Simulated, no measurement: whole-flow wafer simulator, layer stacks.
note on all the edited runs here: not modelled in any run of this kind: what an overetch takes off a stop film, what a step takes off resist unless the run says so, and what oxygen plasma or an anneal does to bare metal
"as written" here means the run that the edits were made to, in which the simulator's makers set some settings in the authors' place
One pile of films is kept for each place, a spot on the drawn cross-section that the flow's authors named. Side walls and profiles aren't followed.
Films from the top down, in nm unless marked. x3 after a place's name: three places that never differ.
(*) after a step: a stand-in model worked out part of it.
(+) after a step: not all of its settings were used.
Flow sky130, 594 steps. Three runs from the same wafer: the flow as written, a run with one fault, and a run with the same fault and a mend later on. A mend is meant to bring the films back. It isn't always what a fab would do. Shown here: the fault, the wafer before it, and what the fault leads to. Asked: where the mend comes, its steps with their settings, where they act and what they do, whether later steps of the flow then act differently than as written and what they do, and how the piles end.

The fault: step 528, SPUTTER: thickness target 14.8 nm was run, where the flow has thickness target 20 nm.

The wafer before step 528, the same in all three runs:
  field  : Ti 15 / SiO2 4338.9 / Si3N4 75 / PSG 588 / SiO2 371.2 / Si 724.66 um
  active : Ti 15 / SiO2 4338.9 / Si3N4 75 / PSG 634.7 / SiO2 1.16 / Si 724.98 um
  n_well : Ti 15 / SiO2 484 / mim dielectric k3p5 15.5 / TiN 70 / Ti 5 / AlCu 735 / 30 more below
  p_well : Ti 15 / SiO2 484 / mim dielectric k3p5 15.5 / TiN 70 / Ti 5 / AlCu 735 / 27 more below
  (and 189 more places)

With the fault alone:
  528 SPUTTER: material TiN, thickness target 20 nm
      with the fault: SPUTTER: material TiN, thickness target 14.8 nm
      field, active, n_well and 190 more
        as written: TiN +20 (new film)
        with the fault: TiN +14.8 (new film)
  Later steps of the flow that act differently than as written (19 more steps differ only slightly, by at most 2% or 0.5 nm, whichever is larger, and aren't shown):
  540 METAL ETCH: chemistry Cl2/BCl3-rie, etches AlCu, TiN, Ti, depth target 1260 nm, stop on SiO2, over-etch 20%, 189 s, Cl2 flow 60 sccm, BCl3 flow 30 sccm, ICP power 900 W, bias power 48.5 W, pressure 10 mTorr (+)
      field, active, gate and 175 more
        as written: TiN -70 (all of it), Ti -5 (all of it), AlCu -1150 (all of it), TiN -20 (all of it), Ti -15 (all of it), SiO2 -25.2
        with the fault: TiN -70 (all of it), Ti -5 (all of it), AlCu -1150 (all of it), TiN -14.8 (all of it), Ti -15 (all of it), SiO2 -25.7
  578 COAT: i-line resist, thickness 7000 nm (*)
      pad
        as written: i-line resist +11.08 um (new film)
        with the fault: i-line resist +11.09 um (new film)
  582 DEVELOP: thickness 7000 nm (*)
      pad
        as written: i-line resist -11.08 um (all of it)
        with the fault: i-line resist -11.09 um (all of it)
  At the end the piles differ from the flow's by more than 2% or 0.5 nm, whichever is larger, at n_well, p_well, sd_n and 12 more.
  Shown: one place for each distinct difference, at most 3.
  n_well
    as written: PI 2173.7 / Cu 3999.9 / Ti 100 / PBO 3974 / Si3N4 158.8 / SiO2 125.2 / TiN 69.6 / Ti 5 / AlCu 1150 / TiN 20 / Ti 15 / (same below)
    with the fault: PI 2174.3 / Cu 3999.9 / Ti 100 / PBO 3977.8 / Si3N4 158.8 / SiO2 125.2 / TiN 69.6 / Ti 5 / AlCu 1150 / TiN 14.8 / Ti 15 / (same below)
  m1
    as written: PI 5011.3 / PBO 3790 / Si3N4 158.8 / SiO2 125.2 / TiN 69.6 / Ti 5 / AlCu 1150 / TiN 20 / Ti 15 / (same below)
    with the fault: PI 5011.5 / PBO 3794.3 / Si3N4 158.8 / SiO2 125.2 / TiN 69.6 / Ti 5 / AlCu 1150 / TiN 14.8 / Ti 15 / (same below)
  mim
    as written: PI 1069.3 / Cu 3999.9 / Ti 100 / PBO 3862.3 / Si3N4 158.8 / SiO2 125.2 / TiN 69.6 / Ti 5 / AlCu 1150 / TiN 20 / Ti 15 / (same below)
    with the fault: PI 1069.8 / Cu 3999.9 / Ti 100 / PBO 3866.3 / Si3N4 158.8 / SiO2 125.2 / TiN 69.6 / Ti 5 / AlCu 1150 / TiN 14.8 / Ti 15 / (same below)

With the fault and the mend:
  The mend comes after step 528.
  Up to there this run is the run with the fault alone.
  528a SPUTTER: material TiN, thickness target 5.2 nm (the flow's step 528 once more, with other settings)
      field, active, n_well and 190 more
        TiN +5.2
  No later step of the flow acts differently than as written at any place that is followed.
  At the end the piles are the same as the flow's at every place that both follow.
